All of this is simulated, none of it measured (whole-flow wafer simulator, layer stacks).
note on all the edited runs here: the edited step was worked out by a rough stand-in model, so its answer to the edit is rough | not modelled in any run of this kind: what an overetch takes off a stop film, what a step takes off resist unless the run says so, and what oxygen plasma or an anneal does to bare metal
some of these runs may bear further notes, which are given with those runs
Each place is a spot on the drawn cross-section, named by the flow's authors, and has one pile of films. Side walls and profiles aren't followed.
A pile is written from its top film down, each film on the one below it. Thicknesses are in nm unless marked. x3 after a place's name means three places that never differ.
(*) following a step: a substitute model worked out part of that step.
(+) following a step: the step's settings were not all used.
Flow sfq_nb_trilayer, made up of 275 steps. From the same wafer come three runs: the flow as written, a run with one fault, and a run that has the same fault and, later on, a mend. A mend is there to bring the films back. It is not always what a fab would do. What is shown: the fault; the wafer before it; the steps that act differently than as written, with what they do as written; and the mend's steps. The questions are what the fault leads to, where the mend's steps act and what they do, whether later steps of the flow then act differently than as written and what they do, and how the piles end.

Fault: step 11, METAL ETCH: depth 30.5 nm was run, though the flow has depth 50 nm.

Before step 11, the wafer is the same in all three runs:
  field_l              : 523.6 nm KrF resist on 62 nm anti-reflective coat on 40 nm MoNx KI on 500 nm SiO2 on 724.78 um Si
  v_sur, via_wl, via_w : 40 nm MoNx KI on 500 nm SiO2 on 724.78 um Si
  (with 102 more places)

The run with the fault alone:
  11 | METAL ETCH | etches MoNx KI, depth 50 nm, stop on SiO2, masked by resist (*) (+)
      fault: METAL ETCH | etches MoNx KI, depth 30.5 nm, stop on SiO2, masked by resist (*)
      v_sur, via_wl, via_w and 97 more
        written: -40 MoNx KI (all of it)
        fault: -30.5 MoNx KI
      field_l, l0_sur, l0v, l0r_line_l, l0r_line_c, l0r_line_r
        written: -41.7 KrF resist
        fault: -25.4 KrF resist
  Later steps of the flow acting differently than as written (8 other steps are not shown; they differ only slightly, by no more than 2% or 0.5 nm, whichever is larger):
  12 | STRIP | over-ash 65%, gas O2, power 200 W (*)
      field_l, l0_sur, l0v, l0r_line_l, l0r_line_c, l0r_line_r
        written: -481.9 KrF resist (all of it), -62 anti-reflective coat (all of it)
        fault: -498.1 KrF resist (all of it), -62 anti-reflective coat (all of it)
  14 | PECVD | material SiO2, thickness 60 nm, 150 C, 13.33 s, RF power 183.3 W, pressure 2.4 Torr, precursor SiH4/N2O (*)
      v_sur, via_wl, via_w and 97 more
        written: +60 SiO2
        fault: +60 SiO2 (new film)
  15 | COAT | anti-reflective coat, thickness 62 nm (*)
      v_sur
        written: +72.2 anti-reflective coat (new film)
        fault: +69.8 anti-reflective coat (new film)
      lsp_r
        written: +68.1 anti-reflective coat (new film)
        fault: +66.7 anti-reflective coat (new film)
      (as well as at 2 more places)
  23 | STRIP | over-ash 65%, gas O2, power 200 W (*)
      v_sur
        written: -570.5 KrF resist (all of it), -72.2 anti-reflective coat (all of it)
        fault: -567.7 KrF resist (all of it), -69.8 anti-reflective coat (all of it)
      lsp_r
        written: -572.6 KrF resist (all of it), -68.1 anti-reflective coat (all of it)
        fault: -569.5 KrF resist (all of it), -66.7 anti-reflective coat (all of it)
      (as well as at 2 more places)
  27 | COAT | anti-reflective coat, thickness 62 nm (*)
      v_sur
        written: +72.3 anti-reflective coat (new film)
        fault: +70 anti-reflective coat (new film)
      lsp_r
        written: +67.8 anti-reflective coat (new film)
        fault: +66.3 anti-reflective coat (new film)
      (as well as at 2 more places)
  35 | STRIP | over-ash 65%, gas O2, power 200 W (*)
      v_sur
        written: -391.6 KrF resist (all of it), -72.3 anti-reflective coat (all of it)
        fault: -389.3 KrF resist (all of it), -70 anti-reflective coat (all of it)
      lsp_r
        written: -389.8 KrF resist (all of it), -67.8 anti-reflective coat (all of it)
        fault: -386.9 KrF resist (all of it), -66.3 anti-reflective coat (all of it)
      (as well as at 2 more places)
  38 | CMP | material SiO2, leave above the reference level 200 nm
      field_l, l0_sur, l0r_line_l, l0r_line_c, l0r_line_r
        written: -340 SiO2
        fault: -330.5 SiO2
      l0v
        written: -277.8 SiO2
        fault: -268.3 SiO2
  By the end, the piles at v_sur, via_wl, via_w and 97 more depart from the flow's by more than 2% or 0.5 nm, whichever is larger.
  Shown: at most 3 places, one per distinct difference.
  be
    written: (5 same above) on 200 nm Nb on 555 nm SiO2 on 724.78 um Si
    fault: (5 same above) on 200 nm Nb on 55 nm SiO2 on 9.5 nm MoNx KI on 500 nm SiO2 on 724.78 um Si
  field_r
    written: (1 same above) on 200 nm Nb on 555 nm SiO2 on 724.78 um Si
    fault: (1 same above) on 200 nm Nb on 55 nm SiO2 on 9.5 nm MoNx KI on 500 nm SiO2 on 724.78 um Si
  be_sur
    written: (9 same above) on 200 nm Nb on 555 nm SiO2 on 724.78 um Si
    fault: (9 same above) on 200 nm Nb on 55 nm SiO2 on 9.5 nm MoNx KI on 500 nm SiO2 on 724.78 um Si

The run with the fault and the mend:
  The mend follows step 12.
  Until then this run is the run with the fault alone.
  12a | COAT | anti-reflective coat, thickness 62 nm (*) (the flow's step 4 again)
      p4_fl x3, p4_w1 x9, p4_g1 x2 and 59 more
        +62 anti-reflective coat (new film)
      be, be_sur, gap and 10 more
        +63.3 anti-reflective coat (new film)
      via_v, wire, field_r, lsp_l
        +63.4 anti-reflective coat (new film)
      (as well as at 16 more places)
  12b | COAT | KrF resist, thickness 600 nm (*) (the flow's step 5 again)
      p4_fl x3, p4_w1 x9, p4_g1 x2 and 59 more
        +600 KrF resist (new film)
      jj_sur, ce_l, c5j, ce_r, sp_r, be_r, r_sur
        +605.1 KrF resist (new film)
      be_sur, gap, res, r_end
        +605.2 KrF resist (new film)
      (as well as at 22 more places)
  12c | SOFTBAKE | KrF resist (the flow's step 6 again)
      alters no film at any place that is followed
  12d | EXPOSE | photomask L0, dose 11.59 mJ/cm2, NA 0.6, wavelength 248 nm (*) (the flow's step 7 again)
      alters no film at any place that is followed
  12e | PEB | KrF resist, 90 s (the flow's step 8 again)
      p4_fl x3, p4_w1 x9, p4_g1 x2 and 62 more
        -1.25 KrF resist
      be, be_sur, gap and 11 more
        -1.26 KrF resist
      v_sur, via_w, via_wr and 8 more
        -1.27 KrF resist
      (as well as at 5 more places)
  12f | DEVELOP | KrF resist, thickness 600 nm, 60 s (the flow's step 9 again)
      p4_fl x3, p4_w1 x9, p4_g1 x2 and 59 more
        -598.7 KrF resist (all of it)
      field_l, l0_sur, l0v, l0r_line_l, l0r_line_c, l0r_line_r
        -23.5 KrF resist
      gap, jj_sur, ce_l, c5j, r_sur, res
        -603.9 KrF resist (all of it)
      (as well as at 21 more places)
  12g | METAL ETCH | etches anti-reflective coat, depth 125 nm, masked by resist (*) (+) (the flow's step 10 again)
      p4_fl x3, p4_w1 x9, p4_g1 x2 and 59 more
        -62 anti-reflective coat (all of it)
      be, be_sur, gap and 10 more
        -63.3 anti-reflective coat (all of it)
      field_l, l0_sur, l0v, l0r_line_l, l0r_line_c, l0r_line_r
        -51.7 KrF resist
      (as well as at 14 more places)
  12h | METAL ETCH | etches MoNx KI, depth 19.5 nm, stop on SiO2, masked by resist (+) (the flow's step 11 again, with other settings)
      v_sur, via_wl, via_w and 97 more
        -9.5 MoNx KI (all of it)
      field_l, l0_sur, l0v, l0r_line_l, l0r_line_c, l0r_line_r
        -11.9 KrF resist
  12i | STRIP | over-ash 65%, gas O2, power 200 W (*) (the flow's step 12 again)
      l0r_line_l, l0r_line_c, l0r_line_r
        -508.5 KrF resist (all of it), -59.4 anti-reflective coat (all of it)
      field_l
        -504.6 KrF resist (all of it), -57.6 anti-reflective coat (all of it)
      l0_sur
        -506 KrF resist (all of it), -55.4 anti-reflective coat (all of it)
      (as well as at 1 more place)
  Later steps of the flow that are run all act as written at every place that is followed.
  By the end, the piles equal the flow's at every place that both follow.
